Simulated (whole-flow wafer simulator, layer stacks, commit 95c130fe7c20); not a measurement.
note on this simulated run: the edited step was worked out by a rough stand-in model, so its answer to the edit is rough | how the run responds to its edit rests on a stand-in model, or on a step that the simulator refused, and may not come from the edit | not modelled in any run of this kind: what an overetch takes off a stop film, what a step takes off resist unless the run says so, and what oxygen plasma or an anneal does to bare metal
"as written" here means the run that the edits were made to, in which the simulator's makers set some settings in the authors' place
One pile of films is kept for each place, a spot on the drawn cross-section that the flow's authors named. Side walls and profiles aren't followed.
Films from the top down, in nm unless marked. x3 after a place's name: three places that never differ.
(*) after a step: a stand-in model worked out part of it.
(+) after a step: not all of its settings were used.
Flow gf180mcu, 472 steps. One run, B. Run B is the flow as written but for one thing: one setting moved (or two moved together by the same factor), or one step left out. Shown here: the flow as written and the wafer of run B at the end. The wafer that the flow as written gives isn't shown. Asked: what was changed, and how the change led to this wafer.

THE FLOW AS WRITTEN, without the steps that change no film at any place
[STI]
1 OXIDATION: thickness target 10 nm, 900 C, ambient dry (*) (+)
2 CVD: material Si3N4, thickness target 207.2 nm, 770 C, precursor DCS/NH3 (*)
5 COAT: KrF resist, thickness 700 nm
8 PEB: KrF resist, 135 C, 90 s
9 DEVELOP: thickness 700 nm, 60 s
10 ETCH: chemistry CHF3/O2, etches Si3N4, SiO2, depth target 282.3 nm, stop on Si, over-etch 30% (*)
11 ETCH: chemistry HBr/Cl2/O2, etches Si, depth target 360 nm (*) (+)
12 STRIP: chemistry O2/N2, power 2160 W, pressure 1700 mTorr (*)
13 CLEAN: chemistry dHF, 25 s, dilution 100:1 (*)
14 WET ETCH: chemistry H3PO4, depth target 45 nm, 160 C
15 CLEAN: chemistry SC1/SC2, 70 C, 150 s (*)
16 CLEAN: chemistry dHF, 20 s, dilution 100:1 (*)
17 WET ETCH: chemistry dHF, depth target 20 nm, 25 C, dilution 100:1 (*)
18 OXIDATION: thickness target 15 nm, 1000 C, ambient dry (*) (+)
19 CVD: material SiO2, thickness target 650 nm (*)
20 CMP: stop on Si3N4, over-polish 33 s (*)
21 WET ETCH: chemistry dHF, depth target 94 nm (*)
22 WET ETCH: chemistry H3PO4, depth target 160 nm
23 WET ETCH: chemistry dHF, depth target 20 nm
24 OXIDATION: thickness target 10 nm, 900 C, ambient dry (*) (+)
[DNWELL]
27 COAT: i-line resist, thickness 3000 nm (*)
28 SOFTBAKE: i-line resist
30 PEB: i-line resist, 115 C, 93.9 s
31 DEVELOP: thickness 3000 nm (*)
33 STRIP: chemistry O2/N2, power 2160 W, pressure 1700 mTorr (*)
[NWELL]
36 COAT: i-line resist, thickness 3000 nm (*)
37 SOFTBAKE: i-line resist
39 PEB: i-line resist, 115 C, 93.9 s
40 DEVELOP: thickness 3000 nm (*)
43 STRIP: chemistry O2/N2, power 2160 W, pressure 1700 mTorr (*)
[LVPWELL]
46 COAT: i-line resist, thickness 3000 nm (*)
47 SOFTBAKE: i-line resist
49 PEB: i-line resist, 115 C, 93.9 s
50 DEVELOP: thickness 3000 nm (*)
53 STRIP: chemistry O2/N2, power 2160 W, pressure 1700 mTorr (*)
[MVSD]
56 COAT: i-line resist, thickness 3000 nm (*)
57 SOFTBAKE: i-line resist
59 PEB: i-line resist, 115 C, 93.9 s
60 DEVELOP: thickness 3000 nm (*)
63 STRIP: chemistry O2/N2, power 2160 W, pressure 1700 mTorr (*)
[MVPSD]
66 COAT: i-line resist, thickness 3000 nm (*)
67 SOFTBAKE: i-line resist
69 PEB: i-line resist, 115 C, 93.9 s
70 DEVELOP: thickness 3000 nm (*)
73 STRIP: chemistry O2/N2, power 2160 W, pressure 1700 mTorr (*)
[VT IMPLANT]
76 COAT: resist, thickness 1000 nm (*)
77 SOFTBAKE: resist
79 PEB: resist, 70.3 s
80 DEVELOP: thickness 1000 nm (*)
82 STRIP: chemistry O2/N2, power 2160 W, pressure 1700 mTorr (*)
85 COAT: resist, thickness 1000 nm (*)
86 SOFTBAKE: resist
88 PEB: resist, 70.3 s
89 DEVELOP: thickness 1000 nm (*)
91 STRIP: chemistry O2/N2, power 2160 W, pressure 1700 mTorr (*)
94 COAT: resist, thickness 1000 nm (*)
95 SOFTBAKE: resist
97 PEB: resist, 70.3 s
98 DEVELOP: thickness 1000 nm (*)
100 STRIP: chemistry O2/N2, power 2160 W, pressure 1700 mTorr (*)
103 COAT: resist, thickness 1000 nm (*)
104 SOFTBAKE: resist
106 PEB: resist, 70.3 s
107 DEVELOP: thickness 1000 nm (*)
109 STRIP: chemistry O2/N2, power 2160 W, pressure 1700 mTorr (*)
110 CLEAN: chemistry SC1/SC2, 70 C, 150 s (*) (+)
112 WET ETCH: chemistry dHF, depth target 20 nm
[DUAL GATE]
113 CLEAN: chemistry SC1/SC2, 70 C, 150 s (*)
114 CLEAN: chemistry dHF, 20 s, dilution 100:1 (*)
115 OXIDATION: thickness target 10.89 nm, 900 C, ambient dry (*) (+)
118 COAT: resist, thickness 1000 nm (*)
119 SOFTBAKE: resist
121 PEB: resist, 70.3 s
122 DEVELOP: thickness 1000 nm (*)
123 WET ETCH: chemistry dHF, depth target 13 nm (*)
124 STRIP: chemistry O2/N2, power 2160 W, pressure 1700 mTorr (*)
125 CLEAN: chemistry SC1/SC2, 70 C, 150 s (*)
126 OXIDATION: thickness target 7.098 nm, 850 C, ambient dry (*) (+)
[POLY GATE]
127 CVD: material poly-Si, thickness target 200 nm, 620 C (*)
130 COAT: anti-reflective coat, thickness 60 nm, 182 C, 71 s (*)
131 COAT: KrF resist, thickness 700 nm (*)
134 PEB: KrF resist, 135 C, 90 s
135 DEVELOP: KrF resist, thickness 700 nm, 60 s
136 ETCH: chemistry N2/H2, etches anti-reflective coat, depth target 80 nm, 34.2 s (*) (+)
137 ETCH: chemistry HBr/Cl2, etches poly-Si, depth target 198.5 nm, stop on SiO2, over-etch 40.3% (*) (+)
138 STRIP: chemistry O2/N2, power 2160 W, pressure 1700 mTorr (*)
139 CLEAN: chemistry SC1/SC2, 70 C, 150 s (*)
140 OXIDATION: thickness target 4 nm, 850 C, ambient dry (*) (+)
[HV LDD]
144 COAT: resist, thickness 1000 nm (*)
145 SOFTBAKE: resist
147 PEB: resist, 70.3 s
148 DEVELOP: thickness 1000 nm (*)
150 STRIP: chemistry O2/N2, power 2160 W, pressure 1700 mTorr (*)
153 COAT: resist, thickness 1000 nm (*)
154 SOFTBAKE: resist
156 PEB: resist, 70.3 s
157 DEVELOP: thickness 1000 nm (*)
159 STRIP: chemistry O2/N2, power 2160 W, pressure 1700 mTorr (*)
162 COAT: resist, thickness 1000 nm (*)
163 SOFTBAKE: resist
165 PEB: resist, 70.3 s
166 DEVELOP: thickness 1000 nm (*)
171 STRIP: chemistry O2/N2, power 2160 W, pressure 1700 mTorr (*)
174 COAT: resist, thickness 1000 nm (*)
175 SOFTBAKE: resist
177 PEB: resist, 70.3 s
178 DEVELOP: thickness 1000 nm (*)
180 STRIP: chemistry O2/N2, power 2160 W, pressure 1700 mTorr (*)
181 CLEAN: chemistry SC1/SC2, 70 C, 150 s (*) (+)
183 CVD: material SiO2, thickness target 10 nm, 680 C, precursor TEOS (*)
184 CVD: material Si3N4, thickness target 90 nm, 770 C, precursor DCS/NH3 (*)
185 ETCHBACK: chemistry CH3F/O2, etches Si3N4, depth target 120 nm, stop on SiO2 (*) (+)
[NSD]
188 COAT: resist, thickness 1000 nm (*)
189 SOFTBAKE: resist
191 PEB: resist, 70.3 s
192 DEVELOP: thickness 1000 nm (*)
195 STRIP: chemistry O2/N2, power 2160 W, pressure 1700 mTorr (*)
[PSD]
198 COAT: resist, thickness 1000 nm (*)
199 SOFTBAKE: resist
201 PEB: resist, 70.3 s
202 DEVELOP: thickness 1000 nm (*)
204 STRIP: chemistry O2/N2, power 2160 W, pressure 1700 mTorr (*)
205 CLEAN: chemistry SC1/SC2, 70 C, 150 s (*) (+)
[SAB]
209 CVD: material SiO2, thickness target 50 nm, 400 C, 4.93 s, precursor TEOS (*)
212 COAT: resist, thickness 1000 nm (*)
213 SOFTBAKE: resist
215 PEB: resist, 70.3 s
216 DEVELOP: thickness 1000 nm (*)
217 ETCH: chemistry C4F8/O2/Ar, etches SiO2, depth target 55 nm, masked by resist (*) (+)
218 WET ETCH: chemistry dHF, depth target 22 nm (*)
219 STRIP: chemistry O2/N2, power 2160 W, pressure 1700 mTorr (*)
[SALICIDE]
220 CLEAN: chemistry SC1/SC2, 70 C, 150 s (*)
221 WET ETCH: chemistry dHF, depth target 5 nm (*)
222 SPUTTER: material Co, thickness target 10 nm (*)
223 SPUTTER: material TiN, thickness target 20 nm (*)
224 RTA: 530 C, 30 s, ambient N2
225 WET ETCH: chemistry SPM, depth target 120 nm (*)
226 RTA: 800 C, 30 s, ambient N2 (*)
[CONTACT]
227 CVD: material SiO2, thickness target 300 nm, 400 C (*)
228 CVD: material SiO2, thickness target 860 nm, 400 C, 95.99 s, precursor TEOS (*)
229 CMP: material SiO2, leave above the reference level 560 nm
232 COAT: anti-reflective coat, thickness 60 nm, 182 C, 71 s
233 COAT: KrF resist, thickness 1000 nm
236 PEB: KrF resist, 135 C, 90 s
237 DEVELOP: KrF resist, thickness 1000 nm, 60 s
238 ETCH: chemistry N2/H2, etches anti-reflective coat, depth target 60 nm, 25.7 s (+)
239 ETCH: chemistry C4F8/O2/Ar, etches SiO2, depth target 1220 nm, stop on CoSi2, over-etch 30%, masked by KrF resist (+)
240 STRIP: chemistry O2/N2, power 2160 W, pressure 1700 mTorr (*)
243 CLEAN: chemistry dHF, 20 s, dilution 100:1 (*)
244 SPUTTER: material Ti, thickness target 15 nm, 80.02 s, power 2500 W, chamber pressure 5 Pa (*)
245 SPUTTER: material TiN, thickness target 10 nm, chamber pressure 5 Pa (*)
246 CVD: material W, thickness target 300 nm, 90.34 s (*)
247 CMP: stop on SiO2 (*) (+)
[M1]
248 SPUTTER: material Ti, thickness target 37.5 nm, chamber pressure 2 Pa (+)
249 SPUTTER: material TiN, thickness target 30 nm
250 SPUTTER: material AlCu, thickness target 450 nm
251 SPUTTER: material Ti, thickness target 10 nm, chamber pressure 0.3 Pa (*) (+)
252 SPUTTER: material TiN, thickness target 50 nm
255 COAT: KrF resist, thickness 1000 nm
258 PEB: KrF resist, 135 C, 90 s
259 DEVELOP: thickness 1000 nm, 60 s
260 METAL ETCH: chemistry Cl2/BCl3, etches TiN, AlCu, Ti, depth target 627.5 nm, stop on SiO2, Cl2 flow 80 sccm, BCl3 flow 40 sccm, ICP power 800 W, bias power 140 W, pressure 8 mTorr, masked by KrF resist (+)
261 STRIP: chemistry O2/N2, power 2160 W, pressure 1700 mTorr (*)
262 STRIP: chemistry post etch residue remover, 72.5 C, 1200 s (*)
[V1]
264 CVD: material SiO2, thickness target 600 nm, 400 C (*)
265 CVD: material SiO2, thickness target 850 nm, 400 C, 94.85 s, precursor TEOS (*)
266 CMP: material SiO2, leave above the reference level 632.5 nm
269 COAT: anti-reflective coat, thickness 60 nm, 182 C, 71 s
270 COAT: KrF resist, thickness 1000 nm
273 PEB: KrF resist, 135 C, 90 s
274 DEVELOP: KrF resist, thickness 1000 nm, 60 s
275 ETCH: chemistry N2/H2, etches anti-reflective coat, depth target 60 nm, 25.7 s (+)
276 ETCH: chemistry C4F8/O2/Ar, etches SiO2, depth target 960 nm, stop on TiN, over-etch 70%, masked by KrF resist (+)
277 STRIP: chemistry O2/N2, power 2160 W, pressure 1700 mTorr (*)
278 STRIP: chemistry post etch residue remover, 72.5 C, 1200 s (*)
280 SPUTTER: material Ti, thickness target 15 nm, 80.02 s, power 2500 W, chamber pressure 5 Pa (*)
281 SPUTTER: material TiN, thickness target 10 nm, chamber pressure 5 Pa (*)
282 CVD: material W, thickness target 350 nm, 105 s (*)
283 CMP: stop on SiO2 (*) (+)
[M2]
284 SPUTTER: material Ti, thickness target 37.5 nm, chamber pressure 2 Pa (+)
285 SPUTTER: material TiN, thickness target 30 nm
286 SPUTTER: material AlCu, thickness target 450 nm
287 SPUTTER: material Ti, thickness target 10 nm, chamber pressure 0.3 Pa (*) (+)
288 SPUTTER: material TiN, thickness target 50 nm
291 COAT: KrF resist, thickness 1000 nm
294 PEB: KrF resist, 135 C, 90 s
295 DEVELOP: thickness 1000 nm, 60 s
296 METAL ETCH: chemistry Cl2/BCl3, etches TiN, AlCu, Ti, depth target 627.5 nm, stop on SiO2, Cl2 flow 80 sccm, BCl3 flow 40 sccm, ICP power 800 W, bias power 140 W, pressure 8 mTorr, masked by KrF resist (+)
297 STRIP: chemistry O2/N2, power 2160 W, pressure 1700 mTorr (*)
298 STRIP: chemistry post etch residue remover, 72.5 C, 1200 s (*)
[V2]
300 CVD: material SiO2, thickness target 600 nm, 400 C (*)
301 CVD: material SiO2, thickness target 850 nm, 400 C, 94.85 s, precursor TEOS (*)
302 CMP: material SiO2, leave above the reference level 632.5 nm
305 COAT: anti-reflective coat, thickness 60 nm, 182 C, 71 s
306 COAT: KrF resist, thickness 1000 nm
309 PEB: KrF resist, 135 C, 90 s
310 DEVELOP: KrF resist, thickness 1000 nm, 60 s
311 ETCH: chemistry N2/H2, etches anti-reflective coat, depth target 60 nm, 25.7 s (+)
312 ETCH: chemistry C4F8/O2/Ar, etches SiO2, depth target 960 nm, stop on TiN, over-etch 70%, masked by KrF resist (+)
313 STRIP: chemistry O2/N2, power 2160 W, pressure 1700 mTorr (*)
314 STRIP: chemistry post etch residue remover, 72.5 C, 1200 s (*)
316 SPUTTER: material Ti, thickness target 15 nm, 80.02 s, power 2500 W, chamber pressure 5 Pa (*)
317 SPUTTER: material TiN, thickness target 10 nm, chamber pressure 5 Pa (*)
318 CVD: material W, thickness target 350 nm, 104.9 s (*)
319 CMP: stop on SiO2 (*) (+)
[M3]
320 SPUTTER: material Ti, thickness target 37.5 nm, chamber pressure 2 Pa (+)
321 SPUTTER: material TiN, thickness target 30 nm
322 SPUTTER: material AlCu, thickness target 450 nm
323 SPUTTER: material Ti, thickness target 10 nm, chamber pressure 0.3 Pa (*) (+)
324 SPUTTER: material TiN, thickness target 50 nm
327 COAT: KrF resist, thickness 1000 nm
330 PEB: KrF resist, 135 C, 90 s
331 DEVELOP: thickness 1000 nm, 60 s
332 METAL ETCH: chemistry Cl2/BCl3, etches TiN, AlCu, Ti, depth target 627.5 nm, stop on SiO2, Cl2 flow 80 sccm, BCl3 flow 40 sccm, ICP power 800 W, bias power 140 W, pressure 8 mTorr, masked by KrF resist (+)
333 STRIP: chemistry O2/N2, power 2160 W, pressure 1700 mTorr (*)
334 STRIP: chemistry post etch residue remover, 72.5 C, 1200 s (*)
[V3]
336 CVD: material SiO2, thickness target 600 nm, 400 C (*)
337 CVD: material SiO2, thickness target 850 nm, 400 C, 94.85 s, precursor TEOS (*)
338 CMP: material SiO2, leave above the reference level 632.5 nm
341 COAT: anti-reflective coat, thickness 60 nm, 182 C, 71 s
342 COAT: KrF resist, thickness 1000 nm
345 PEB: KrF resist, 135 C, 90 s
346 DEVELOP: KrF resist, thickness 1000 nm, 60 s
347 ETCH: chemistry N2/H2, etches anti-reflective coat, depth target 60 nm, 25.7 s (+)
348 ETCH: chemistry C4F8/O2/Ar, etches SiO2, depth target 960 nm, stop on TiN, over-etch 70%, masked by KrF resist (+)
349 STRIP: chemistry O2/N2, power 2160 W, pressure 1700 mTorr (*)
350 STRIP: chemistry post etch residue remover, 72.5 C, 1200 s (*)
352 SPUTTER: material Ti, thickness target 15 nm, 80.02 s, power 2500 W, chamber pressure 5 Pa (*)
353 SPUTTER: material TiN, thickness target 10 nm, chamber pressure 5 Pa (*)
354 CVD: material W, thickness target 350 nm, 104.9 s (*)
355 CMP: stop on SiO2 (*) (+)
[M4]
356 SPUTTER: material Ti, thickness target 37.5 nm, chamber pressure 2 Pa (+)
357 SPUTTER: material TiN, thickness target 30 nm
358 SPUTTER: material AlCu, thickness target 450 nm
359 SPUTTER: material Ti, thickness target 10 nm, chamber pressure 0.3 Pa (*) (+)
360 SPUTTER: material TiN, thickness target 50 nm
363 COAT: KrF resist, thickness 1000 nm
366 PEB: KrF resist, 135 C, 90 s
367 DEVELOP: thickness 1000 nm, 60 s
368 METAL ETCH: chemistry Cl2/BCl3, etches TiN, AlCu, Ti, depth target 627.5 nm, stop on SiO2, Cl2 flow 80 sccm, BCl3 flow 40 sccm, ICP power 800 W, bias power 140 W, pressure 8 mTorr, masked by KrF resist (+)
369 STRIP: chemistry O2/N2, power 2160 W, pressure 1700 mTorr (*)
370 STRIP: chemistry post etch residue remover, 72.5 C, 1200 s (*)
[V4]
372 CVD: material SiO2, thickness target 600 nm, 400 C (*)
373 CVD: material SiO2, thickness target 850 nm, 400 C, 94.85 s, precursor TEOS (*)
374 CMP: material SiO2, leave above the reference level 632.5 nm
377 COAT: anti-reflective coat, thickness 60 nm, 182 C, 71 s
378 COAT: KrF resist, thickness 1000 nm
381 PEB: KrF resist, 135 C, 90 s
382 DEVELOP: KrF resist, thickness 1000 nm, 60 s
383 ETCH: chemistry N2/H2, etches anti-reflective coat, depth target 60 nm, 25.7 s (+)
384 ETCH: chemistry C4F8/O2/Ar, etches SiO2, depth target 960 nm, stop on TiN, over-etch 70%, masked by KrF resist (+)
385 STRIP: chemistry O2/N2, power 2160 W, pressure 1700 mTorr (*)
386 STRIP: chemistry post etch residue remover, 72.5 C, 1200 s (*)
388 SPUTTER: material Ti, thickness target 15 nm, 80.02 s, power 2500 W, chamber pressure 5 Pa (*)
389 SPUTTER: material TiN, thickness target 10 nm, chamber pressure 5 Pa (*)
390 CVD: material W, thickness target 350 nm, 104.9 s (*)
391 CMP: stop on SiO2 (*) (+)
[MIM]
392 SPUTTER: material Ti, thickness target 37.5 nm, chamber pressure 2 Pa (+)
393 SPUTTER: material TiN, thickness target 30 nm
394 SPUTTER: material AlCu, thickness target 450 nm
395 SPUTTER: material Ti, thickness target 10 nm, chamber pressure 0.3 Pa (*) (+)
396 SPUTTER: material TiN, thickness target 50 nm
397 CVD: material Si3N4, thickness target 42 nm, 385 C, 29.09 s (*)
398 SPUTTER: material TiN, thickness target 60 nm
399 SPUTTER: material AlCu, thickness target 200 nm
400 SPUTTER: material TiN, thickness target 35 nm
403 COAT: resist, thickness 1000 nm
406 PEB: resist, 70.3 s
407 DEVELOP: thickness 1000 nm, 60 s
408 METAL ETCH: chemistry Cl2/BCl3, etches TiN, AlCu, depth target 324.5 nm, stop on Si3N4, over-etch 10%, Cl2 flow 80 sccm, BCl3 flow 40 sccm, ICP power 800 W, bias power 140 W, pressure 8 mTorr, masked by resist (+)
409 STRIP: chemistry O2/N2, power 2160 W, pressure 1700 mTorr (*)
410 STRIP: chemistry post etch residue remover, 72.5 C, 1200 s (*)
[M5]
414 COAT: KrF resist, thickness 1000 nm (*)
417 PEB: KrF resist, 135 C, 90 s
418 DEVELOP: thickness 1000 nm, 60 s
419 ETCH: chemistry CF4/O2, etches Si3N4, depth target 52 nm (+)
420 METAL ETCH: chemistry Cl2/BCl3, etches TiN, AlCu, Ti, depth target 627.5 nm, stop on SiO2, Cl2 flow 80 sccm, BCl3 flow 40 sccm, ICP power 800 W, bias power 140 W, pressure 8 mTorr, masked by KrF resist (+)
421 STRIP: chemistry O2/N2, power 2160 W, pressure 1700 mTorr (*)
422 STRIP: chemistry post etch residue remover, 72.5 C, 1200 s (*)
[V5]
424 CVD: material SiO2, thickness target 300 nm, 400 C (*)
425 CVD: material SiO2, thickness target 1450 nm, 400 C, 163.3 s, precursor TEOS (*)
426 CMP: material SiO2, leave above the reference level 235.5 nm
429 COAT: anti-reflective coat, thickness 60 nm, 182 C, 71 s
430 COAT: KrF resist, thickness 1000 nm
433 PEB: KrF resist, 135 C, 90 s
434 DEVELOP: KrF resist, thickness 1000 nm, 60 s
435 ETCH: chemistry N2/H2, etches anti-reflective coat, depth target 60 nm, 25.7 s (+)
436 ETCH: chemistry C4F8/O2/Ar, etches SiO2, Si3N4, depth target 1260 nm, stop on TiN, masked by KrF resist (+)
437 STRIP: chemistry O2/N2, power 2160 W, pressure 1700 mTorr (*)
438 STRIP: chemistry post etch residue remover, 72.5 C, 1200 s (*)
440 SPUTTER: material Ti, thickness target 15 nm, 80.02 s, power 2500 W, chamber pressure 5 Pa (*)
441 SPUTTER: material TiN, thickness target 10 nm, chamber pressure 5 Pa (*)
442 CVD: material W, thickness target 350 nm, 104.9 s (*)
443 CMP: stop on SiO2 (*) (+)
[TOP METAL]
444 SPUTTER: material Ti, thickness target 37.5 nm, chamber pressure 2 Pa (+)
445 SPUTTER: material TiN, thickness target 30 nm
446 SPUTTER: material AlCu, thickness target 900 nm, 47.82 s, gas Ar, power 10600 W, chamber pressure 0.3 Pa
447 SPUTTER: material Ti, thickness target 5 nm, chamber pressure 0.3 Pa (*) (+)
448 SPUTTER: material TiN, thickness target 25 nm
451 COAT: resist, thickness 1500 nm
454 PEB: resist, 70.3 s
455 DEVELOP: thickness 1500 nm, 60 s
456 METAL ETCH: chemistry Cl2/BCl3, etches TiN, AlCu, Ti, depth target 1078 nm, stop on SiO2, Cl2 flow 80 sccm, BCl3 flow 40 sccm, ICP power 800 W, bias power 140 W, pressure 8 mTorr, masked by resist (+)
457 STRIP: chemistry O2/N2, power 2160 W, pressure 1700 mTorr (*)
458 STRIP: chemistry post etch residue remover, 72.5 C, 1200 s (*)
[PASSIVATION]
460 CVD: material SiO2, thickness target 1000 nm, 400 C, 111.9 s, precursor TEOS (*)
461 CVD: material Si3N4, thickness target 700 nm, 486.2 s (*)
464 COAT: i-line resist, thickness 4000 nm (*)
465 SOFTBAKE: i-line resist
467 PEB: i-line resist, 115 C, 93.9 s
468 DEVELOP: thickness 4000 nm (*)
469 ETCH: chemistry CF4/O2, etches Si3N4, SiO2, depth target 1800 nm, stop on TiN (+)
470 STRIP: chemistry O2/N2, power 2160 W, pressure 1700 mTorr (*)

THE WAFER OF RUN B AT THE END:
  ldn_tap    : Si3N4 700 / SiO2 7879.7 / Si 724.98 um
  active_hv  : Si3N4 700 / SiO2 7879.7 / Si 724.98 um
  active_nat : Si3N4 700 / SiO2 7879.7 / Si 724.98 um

The cause: step 218, WET ETCH: depth target 10.3 nm was run, where the flow has depth target 22 nm.

How the change led to this, step by step:
  218 WET ETCH: chemistry dHF, depth target 22 nm (*)
      ldn_tap, ldn_src, ldn_drn, ldp_tap, ldp_src, ldp_drn, ldp_gr: SiO2 -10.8 (as written it would be: SiO2 -16 (all of it))
      ld_drn_n, ld_sd_p: SiO2 -10.5 (as written it would be: SiO2 -14.8 (all of it))
      (and at 56 more places)
  219 STRIP: chemistry O2/N2, power 2160 W, pressure 1700 mTorr (*)
      active_hv, active_nat, ld_sd_n and 11 more: nothing (as written it would be: chemical SiO2 +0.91 (new film), Si -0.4)
  221 WET ETCH: chemistry dHF, depth target 5 nm (*)
      active_hv, active_nat, ld_sd_n and 10 more: SiO2 -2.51 (as written it would be: chemical SiO2 -0.76 (all of it))
      ld_drn_p: SiO2 -1.1 (all of it) (as written it would be: chemical SiO2 -0.76 (all of it))
  223 SPUTTER: material TiN, thickness target 20 nm (*)
      field__w12: TiN +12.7 (new film) (as written it would be: TiN +12 (new film))
      ld_sd_n: TiN +16.3 (new film) (as written it would be: TiN +15.5 (new film))
  224 RTA: 530 C, 30 s, ambient N2
      ldn_tap, ldn_src, ldn_drn, ldp_tap, ldp_src, ldp_drn, ldp_gr: nothing (as written it would be: under 1 film: CoSi +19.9 (new film), Co -10 (all of it), Si -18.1)
      active_hv: nothing (as written it would be: under 1 film: CoSi +19 (new film), Co -9.55 (all of it), Si -17.3)
      (and at 5 more places)
  225 WET ETCH: chemistry SPM, depth target 120 nm (*)
      ldn_tap, ldn_src, ldn_drn, ldp_tap, ldp_src, ldp_drn, ldp_gr: TiN -20 (all of it), Co -10 (all of it) (as written it would be: TiN -20 (all of it))
      active_hv: TiN -19 (all of it), Co -9.55 (all of it) (as written it would be: TiN -19 (all of it))
      (and at 6 more places)
  226 RTA: 800 C, 30 s, ambient N2 (*)
      ldn_tap, ldn_src, ldn_drn, ldp_tap, ldp_src, ldp_drn, ldp_gr: nothing (as written it would be: CoSi2 +35 (new film), CoSi -19.9 (all of it), Si -18.1)
      active_hv: nothing (as written it would be: CoSi2 +33.4 (new film), CoSi -19 (all of it), Si -17.3)
      (and at 5 more places)
  227 CVD: material SiO2, thickness target 300 nm, 400 C (*)
      active_hv, active_nat, ld_sd_n and 10 more: SiO2 +300 (as written it would be: SiO2 +300 (new film))
  229 CMP: material SiO2, leave above the reference level 560 nm
      ldn_sep__w1, ldn_sep__w2, ldn_dft and 8 more: SiO2 -323.9 (as written it would be: SiO2 -311)
      sti, mim_1p0, pad, dice_street, iso_nw_fld, iso_fld_sub: SiO2 -309.7 (as written it would be: SiO2 -296.8)
      (and at 34 more places)
Counting metal films that touch as one body, ldn_tap has 0 bodies; the flow as written gives 1 body.
Counting metal films that touch as one body, active_hv has 0 bodies; the flow as written gives 1 body.
Counting metal films that touch as one body, active_nat has 0 bodies; the flow as written gives 1 body.
